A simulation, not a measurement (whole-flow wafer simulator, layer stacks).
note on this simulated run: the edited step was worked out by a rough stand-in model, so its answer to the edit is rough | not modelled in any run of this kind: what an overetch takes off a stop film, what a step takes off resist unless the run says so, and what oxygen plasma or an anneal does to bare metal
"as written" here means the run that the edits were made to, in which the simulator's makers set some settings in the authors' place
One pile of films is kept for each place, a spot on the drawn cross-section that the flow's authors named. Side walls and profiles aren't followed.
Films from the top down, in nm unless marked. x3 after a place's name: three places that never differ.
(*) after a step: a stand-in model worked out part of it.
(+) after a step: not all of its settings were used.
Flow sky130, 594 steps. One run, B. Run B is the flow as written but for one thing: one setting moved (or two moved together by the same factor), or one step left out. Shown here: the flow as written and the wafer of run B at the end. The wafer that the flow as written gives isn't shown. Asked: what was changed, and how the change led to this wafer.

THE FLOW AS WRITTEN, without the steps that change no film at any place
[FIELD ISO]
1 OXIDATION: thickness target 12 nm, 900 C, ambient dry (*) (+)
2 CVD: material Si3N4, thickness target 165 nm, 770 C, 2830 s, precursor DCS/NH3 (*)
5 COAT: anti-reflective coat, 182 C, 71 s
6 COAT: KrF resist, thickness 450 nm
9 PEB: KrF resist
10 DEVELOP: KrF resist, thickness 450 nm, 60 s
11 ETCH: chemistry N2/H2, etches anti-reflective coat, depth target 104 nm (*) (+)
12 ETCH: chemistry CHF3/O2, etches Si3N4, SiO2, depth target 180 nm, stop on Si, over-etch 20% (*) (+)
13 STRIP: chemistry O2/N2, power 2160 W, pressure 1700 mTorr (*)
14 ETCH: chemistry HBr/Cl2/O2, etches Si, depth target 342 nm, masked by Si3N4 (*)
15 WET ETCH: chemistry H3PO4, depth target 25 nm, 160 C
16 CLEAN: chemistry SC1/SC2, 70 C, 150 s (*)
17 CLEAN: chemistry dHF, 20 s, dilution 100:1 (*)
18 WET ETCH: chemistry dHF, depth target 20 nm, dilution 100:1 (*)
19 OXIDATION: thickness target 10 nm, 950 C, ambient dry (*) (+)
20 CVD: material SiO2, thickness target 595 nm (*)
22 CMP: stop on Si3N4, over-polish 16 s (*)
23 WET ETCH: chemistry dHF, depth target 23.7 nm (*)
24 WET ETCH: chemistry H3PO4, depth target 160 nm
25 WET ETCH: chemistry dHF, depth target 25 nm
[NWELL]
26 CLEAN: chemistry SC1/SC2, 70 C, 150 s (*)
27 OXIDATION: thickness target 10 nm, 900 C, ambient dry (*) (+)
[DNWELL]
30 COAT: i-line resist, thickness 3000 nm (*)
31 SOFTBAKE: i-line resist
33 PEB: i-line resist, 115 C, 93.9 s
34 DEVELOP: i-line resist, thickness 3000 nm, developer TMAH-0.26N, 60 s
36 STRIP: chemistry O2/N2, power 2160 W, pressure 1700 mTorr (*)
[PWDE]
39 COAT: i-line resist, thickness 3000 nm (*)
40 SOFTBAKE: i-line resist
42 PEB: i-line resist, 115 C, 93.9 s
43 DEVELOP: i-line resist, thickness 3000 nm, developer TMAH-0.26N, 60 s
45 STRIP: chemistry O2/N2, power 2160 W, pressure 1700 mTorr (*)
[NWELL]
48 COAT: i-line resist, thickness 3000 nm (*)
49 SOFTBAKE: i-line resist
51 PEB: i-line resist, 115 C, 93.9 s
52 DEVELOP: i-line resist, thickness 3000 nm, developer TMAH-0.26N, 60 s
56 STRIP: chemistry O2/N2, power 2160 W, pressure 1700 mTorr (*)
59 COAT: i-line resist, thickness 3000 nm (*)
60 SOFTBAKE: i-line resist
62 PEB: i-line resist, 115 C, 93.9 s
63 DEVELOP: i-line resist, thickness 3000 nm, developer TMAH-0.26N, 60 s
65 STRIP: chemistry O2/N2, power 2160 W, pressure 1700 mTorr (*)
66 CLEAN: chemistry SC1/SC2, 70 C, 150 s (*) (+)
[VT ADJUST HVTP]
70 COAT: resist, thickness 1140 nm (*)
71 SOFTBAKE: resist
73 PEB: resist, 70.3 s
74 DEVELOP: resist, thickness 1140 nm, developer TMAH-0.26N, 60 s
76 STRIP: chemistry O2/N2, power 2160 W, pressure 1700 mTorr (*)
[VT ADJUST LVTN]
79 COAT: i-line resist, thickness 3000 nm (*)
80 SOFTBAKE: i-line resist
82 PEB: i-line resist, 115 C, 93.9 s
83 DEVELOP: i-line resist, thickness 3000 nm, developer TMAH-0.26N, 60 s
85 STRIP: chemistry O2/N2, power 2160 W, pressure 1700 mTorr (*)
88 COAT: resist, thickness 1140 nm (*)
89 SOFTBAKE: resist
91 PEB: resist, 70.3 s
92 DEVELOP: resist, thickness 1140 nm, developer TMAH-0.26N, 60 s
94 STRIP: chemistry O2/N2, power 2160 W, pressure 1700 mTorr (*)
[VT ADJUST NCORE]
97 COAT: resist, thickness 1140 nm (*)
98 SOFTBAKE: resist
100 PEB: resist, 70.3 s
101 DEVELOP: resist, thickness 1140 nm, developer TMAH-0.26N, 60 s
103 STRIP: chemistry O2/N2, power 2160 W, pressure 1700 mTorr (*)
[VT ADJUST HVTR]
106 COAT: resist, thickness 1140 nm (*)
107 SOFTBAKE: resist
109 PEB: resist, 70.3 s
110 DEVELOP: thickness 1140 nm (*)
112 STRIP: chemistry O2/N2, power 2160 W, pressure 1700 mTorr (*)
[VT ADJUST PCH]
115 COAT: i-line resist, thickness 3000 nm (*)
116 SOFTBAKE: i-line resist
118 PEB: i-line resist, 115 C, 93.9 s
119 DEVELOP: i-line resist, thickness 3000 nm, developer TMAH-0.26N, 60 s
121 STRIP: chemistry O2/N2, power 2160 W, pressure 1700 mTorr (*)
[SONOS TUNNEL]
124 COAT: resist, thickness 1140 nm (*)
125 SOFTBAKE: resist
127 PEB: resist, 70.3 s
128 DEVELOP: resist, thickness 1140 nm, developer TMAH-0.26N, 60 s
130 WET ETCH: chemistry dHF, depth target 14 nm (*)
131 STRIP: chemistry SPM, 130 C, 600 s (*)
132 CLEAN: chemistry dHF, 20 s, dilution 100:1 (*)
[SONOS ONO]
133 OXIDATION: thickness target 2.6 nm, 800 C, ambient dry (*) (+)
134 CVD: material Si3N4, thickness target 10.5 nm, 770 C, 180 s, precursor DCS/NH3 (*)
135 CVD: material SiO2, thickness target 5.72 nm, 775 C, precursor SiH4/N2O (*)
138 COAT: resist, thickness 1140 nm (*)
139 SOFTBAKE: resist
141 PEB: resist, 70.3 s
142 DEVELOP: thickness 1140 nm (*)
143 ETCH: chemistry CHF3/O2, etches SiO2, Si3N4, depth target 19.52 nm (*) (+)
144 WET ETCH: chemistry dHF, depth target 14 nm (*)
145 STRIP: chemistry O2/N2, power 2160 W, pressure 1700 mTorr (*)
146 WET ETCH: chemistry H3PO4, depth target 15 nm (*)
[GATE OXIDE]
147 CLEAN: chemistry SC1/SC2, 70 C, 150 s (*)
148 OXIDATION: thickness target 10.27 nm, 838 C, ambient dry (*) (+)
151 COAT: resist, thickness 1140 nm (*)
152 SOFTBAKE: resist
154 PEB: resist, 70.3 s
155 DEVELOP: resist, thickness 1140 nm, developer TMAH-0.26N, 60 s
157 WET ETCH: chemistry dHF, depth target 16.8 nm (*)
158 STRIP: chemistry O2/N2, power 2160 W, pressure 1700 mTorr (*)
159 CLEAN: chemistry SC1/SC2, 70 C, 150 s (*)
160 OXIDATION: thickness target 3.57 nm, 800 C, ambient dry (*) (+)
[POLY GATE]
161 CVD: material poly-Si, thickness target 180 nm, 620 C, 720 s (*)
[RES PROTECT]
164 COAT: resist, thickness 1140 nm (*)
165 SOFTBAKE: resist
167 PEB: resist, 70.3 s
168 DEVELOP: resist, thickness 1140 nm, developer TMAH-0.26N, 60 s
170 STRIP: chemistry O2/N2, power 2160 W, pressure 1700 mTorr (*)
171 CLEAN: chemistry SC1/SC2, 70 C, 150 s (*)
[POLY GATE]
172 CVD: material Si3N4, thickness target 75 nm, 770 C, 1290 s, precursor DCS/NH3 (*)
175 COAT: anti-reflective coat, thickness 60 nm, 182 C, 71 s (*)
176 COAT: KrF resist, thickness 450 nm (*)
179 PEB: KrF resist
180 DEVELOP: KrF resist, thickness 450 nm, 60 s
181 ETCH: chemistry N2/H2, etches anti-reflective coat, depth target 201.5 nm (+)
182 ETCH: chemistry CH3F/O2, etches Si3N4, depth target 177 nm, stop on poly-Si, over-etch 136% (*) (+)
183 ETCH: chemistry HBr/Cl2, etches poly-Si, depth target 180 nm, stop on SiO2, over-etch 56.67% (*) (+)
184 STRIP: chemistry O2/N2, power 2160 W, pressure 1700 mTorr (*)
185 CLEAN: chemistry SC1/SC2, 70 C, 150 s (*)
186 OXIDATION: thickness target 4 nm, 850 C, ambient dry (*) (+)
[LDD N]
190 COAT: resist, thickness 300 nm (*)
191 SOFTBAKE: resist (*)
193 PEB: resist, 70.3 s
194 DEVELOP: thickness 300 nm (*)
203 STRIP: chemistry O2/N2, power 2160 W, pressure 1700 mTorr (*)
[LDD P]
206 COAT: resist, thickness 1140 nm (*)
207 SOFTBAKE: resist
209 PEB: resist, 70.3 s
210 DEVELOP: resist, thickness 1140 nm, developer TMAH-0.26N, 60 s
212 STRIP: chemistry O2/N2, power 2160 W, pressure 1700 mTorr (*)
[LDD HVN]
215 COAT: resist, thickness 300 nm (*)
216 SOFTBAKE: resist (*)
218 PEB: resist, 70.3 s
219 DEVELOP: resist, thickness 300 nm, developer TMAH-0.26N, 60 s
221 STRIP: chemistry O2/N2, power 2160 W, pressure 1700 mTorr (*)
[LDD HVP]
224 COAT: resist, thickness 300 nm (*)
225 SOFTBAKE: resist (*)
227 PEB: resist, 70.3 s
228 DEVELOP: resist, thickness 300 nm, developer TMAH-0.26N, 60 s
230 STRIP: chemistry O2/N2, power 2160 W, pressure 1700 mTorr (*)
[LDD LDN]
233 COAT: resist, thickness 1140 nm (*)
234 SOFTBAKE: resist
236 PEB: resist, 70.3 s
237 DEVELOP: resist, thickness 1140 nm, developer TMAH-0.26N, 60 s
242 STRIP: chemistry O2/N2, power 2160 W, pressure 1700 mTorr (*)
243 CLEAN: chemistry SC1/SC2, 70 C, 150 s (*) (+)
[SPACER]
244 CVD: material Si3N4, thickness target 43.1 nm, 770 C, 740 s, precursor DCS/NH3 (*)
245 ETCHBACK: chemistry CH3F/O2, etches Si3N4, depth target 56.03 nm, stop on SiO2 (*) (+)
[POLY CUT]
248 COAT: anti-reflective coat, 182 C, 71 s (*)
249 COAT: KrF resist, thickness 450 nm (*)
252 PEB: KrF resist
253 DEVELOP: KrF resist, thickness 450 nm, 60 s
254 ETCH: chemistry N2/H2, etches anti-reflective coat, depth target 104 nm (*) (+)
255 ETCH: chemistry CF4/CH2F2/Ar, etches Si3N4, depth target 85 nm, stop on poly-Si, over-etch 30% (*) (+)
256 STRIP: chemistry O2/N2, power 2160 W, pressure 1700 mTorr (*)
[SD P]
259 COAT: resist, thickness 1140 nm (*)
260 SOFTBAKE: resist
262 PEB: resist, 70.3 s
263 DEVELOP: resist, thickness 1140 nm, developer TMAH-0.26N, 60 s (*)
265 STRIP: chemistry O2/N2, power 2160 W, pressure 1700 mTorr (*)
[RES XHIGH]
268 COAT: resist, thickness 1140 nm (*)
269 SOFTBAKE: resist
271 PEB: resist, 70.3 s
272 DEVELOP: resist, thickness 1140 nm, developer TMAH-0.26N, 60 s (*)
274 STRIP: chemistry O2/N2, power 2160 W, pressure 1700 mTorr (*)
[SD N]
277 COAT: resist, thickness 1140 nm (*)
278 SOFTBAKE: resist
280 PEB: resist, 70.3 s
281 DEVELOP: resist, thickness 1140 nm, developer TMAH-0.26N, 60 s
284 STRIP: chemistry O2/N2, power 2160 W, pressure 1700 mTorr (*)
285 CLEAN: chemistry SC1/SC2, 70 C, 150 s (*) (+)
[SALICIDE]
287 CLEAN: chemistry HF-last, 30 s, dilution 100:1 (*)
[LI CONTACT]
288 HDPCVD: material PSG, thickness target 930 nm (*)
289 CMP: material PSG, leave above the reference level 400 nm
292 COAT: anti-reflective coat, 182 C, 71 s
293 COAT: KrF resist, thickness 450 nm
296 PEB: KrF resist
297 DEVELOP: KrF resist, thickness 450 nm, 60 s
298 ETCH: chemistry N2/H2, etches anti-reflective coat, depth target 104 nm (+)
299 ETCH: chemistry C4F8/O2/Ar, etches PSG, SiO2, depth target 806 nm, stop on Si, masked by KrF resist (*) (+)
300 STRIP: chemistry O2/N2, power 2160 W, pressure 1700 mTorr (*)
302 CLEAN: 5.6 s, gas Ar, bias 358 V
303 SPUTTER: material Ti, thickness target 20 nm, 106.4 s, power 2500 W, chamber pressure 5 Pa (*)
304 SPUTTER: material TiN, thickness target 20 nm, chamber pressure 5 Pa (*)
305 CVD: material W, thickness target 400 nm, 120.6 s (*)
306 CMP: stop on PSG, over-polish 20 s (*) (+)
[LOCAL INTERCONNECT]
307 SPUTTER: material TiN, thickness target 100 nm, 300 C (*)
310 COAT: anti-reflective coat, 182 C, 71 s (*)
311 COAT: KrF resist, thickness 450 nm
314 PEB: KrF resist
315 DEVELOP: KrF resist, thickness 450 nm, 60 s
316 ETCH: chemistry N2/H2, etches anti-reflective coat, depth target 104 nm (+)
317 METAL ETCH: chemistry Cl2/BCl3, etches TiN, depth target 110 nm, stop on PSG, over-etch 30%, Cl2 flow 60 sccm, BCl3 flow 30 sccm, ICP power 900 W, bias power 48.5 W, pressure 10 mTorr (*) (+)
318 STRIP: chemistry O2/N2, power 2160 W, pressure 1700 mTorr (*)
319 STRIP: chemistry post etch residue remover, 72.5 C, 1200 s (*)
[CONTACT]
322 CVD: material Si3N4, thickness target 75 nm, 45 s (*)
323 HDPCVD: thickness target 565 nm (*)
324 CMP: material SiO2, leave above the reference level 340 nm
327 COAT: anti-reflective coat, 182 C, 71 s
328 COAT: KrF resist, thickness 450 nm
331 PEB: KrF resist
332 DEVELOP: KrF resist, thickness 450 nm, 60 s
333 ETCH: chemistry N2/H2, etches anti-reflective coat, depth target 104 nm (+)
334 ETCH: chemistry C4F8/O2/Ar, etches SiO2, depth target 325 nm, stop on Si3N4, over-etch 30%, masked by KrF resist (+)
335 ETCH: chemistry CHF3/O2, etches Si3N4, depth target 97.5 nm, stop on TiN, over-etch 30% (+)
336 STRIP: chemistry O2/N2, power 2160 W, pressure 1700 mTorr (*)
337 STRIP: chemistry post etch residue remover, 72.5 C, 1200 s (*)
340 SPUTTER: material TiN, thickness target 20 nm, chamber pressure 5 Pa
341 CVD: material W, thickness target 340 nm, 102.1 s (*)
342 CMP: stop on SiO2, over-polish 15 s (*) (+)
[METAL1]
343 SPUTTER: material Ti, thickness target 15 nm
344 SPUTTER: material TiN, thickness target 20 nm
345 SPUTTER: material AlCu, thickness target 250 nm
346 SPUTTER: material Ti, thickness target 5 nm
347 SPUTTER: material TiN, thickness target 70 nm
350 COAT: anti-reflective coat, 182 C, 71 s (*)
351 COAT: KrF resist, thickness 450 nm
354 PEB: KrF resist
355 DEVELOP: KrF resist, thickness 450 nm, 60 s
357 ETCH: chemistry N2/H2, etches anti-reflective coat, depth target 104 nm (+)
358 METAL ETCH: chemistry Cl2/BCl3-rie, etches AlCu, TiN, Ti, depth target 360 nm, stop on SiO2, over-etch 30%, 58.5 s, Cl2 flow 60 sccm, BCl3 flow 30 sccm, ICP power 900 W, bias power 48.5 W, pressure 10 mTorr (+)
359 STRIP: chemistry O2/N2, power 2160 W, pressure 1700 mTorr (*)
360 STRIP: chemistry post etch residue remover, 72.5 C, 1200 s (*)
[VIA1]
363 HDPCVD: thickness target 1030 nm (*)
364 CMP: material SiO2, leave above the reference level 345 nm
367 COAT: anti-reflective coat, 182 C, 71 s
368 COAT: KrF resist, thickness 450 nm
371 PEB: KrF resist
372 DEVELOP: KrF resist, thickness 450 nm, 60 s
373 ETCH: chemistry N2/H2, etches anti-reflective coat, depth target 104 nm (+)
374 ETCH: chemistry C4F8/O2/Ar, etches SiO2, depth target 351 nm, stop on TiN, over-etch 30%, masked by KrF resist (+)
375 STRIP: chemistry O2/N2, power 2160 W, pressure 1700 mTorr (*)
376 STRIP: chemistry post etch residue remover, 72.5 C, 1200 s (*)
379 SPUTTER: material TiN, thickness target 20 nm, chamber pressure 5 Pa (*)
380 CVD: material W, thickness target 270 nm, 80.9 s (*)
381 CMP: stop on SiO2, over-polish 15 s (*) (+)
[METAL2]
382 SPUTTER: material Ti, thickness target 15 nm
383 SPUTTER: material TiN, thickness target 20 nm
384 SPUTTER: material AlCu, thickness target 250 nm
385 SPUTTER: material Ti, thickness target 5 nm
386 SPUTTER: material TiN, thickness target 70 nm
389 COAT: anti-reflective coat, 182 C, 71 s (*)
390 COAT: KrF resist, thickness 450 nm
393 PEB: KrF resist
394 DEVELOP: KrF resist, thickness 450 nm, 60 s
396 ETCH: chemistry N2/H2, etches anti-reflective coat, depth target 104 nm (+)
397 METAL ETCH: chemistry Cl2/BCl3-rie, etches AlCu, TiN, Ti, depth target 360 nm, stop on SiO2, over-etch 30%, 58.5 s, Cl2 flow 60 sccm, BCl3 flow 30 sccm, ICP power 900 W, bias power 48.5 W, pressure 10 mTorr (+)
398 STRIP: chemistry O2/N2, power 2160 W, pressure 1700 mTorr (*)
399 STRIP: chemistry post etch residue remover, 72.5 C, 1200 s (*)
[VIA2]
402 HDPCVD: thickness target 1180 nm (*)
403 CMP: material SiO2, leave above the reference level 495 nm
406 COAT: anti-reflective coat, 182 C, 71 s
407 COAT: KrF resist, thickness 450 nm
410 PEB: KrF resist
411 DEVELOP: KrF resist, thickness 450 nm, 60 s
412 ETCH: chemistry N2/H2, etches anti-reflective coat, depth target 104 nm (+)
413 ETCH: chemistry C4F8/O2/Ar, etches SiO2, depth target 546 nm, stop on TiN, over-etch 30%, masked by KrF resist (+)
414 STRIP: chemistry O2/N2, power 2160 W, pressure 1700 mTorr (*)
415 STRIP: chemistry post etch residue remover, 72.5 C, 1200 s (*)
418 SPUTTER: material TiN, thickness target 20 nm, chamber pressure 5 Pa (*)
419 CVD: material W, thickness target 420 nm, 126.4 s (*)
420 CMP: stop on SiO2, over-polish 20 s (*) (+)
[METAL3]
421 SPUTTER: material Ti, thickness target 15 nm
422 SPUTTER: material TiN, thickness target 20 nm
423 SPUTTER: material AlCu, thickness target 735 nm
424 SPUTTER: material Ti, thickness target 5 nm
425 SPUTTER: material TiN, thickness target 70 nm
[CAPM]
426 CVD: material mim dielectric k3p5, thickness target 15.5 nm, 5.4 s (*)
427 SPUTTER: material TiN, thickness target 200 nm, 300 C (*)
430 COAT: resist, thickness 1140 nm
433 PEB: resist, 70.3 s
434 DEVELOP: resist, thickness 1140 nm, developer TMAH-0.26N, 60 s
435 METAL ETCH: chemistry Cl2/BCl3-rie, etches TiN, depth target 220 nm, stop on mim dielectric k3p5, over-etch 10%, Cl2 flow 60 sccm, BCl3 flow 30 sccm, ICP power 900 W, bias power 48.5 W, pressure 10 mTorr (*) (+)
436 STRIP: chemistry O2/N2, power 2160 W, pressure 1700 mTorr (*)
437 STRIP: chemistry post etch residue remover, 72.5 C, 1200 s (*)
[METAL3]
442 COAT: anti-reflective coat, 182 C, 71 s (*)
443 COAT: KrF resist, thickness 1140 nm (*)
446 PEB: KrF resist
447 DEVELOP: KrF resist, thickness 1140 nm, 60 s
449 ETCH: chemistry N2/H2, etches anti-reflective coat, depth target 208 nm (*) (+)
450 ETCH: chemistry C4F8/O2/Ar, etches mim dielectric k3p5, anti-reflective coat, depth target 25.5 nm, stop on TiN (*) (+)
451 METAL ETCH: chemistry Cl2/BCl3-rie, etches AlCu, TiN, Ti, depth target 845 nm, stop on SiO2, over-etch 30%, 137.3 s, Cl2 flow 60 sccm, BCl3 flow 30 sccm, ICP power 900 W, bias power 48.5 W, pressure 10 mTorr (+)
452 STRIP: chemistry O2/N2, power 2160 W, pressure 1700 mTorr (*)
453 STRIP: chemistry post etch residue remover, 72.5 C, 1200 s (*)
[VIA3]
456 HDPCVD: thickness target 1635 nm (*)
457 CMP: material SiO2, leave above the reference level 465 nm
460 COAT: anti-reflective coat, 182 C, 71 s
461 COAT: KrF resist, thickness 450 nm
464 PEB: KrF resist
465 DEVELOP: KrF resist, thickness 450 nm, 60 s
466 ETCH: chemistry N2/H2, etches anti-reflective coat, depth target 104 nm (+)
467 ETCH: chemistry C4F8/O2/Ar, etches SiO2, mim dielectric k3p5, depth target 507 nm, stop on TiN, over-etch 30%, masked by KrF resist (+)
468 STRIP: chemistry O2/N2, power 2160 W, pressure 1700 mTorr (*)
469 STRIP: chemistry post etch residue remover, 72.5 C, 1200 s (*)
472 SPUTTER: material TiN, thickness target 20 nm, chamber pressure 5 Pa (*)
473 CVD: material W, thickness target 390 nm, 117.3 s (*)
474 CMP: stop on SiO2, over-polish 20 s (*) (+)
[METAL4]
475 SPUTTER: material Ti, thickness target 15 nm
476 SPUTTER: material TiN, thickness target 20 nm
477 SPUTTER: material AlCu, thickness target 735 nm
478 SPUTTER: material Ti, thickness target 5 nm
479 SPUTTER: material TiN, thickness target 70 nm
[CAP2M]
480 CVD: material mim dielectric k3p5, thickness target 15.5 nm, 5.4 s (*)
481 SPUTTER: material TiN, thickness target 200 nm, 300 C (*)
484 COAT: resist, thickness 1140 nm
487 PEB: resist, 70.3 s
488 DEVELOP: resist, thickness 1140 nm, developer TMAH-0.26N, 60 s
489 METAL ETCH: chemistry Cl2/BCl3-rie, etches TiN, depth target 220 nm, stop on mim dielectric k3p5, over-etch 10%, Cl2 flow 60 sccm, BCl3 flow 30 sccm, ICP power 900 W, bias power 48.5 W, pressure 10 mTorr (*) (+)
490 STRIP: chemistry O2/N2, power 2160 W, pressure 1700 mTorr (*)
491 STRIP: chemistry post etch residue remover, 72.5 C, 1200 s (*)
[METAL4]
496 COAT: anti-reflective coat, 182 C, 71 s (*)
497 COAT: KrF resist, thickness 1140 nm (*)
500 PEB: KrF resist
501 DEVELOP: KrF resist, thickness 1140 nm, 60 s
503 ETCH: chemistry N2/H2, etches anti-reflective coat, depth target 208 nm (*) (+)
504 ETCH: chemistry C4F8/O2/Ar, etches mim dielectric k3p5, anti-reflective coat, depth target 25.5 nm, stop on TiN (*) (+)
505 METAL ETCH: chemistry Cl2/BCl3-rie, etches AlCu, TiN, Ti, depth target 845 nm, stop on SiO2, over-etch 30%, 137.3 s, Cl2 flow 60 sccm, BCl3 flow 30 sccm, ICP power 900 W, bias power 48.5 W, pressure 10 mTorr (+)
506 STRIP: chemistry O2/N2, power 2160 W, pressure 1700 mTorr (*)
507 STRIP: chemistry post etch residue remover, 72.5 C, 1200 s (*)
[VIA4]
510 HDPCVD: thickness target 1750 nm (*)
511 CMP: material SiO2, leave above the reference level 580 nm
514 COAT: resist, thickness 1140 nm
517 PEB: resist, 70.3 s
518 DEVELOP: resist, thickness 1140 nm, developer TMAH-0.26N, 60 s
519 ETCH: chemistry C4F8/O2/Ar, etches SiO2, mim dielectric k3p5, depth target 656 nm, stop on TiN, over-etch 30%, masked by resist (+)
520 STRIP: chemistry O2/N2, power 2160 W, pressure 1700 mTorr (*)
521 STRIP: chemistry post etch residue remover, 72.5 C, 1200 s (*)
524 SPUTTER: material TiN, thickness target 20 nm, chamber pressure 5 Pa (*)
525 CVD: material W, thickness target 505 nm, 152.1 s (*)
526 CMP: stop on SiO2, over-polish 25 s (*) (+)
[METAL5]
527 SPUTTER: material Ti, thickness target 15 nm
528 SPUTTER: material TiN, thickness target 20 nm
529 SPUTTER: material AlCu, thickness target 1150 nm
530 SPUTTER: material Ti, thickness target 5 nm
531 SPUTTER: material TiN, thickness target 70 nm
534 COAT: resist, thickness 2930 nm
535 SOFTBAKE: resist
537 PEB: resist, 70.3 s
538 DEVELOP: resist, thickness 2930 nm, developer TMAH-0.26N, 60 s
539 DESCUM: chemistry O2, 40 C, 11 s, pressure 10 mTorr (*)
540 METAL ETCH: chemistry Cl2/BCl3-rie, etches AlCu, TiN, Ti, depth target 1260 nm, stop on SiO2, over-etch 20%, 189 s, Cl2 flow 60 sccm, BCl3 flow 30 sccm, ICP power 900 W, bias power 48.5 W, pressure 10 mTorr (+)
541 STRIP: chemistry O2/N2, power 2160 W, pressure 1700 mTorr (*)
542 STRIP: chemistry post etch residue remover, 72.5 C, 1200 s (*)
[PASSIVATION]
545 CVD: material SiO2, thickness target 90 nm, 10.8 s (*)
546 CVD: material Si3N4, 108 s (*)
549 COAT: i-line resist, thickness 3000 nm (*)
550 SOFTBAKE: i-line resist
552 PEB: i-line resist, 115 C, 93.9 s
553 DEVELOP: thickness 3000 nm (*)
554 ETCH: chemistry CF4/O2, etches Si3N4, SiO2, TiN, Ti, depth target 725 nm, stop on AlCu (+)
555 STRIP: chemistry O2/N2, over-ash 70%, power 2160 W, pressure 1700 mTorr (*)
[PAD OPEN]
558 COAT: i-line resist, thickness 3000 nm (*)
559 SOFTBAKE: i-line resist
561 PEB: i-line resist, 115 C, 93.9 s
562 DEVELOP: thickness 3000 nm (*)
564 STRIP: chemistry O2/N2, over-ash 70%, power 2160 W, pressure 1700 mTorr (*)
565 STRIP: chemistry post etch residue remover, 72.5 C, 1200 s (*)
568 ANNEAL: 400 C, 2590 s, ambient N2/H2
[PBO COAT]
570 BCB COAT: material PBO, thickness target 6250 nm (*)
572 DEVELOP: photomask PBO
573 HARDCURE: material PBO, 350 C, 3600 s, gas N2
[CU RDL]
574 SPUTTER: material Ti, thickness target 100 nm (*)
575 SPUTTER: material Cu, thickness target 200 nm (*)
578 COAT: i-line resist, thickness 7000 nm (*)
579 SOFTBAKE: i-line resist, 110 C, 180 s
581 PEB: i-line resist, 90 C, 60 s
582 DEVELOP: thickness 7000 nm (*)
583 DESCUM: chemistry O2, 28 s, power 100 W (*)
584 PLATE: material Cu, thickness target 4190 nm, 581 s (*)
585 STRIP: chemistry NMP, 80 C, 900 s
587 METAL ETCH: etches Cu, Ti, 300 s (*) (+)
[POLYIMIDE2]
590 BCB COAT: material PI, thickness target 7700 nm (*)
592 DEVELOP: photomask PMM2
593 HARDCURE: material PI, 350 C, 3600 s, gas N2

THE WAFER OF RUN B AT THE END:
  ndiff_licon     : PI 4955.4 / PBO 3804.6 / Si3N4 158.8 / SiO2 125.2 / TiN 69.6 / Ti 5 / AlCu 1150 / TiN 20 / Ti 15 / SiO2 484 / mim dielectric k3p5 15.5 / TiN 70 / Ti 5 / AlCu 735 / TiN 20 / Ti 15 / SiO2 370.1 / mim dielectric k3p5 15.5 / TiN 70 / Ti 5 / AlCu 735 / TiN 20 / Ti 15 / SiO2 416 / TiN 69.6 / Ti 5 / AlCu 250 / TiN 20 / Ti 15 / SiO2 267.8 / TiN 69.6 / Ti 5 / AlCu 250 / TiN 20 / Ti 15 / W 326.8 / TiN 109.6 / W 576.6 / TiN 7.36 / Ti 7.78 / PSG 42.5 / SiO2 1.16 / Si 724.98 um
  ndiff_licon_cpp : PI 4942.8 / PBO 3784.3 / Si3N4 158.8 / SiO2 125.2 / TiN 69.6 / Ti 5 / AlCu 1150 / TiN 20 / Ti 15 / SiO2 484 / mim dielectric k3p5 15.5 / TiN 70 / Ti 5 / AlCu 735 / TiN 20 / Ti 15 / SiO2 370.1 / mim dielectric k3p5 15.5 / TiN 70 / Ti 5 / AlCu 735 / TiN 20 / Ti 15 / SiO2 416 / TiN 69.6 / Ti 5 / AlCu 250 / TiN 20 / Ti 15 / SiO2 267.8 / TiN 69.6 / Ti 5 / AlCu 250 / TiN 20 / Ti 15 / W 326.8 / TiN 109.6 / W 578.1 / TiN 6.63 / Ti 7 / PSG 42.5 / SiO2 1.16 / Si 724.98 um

The cause: step 299, ETCH: depth target 596 nm was run, where the flow has depth target 806 nm.

How the change led to this, step by step:
  299 ETCH: chemistry C4F8/O2/Ar, etches PSG, SiO2, depth target 806 nm, stop on Si, masked by KrF resist (*) (+)
      contact, ndiff_licon, ndiff_licon_cpp: PSG -596 (as written it would be: PSG -643.6 (all of it), SiO2 -1.16 (all of it))
      field, active, n_well and 184 more: KrF resist -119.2 (as written it would be: KrF resist -161.2)
  300 STRIP: chemistry O2/N2, power 2160 W, pressure 1700 mTorr (*)
      contact, ndiff_licon, ndiff_licon_cpp: nothing (as written it would be: chemical SiO2 +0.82 (new film), Si -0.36)
      field, active, n_well and 184 more: KrF resist -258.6 (all of it), anti-reflective coat -80 (all of it) (as written it would be: KrF resist -216.6 (all of it), anti-reflective coat -80 (all of it))
  302 CLEAN: 5.6 s, gas Ar, bias 358 V
      contact, ndiff_licon, ndiff_licon_cpp: PSG -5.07 (as written it would be: chemical SiO2 -0.82 (all of it))
  303 SPUTTER: material Ti, thickness target 20 nm, 106.4 s, power 2500 W, chamber pressure 5 Pa (*)
      ndiff_licon: Ti +7.78 (new film) (as written it would be: Ti +7.24 (new film))
  304 SPUTTER: material TiN, thickness target 20 nm, chamber pressure 5 Pa (*)
      ndiff_licon: TiN +7.36 (new film) (as written it would be: TiN +6.83 (new film))
  305 CVD: material W, thickness target 400 nm, 120.6 s (*)
      ndiff_licon: W +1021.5 (new film) (as written it would be: W +1066.5 (new film))
      ndiff_licon_cpp: W +1023 (new film) (as written it would be: W +1067.9 (new film))
  568 ANNEAL: 400 C, 2590 s, ambient N2/H2
      ndiff_licon, ndiff_licon_cpp: nothing (as written it would be: under 37 films: void +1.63 (new film), Ti -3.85, TiSi first +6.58 (new film), Si -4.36)
Counting metal films that touch as one body, ndiff_licon has 5 bodies (between them, from the top down: SiO2 484 / mim dielectric k3p5 15.5; SiO2 370.1 / mim dielectric k3p5 15.5; SiO2 416; SiO2 267.8); the flow as written gives 6 bodies (between them, from the top down: SiO2 484 / mim dielectric k3p5 15.5; SiO2 370.1 / mim dielectric k3p5 15.5; SiO2 416; SiO2 267.8; void 1.78).
Counting metal films that touch as one body, ndiff_licon_cpp has 5 bodies (between them, from the top down: SiO2 484 / mim dielectric k3p5 15.5; SiO2 370.1 / mim dielectric k3p5 15.5; SiO2 416; SiO2 267.8); the flow as written gives 6 bodies (between them, from the top down: SiO2 484 / mim dielectric k3p5 15.5; SiO2 370.1 / mim dielectric k3p5 15.5; SiO2 416; SiO2 267.8; void 1.78).
